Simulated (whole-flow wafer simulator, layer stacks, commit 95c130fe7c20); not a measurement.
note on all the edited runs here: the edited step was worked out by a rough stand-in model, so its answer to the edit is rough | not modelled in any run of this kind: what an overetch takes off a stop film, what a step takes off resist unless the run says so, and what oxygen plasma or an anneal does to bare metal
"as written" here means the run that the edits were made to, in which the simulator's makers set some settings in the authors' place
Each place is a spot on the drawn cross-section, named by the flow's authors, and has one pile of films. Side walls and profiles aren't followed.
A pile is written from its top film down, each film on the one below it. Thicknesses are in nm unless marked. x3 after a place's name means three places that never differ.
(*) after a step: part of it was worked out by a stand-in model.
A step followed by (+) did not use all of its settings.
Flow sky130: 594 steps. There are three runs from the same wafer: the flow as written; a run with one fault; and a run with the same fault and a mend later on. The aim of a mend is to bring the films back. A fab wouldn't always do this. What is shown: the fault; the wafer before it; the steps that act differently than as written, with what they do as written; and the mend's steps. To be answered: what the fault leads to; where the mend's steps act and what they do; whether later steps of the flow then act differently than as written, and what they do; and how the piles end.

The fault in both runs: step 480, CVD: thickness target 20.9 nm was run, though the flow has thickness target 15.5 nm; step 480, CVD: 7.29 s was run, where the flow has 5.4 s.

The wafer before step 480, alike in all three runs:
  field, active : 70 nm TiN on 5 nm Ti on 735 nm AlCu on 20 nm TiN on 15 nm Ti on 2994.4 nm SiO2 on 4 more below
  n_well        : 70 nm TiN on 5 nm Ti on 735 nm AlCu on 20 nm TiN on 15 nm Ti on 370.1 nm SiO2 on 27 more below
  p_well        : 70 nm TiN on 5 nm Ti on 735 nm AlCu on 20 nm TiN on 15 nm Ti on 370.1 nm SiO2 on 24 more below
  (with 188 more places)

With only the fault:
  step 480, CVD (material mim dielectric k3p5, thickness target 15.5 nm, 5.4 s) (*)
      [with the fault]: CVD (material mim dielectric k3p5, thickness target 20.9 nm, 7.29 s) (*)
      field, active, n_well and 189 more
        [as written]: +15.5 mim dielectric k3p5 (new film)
        [with the fault]: +20.9 mim dielectric k3p5 (new film)
  Steps further on in the flow that do not act as written (4 other steps are not shown; they differ only slightly, by no more than 2% or 0.5 nm, whichever is larger):
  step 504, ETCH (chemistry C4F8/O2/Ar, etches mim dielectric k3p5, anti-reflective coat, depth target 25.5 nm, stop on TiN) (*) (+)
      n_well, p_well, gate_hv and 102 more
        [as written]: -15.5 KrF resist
        [with the fault]: -17 KrF resist
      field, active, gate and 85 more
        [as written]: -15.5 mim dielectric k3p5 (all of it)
        [with the fault]: -20.9 mim dielectric k3p5 (all of it)
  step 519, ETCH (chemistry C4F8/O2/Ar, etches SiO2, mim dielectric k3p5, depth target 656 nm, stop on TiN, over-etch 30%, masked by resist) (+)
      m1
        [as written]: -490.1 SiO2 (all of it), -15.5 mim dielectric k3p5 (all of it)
        [with the fault]: -484.7 SiO2 (all of it), -20.9 mim dielectric k3p5 (all of it)
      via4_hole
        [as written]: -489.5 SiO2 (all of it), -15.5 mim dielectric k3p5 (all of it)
        [with the fault]: -484.1 SiO2 (all of it), -20.9 mim dielectric k3p5 (all of it)
  By the end, the piles at n_well, p_well, gate_hv and 100 more depart from the flow's by more than 2% or 0.5 nm, whichever is larger.
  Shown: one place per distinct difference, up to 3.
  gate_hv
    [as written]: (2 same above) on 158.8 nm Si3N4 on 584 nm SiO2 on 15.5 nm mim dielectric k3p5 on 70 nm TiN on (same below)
    [with the fault]: (2 same above) on 158.8 nm Si3N4 on 578.6 nm SiO2 on 20.9 nm mim dielectric k3p5 on 70 nm TiN on (same below)
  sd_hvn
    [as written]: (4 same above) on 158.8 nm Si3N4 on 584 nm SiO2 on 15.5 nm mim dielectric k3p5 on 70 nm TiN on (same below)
    [with the fault]: (4 same above) on 158.8 nm Si3N4 on 578.6 nm SiO2 on 20.9 nm mim dielectric k3p5 on 70 nm TiN on (same below)
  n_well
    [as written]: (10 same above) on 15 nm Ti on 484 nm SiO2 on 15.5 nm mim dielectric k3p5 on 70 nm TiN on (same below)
    [with the fault]: (10 same above) on 15 nm Ti on 478.6 nm SiO2 on 20.9 nm mim dielectric k3p5 on 70 nm TiN on (same below)

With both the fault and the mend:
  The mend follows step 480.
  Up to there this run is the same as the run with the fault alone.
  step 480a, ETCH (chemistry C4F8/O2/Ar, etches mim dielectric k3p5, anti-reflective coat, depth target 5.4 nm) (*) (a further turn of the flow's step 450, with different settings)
      field, active, n_well and 189 more
        -5.4 mim dielectric k3p5
  None of the later steps of the flow acts differently than as written at any place that is followed.
  The piles end the same as the flow's at every place that both follow.
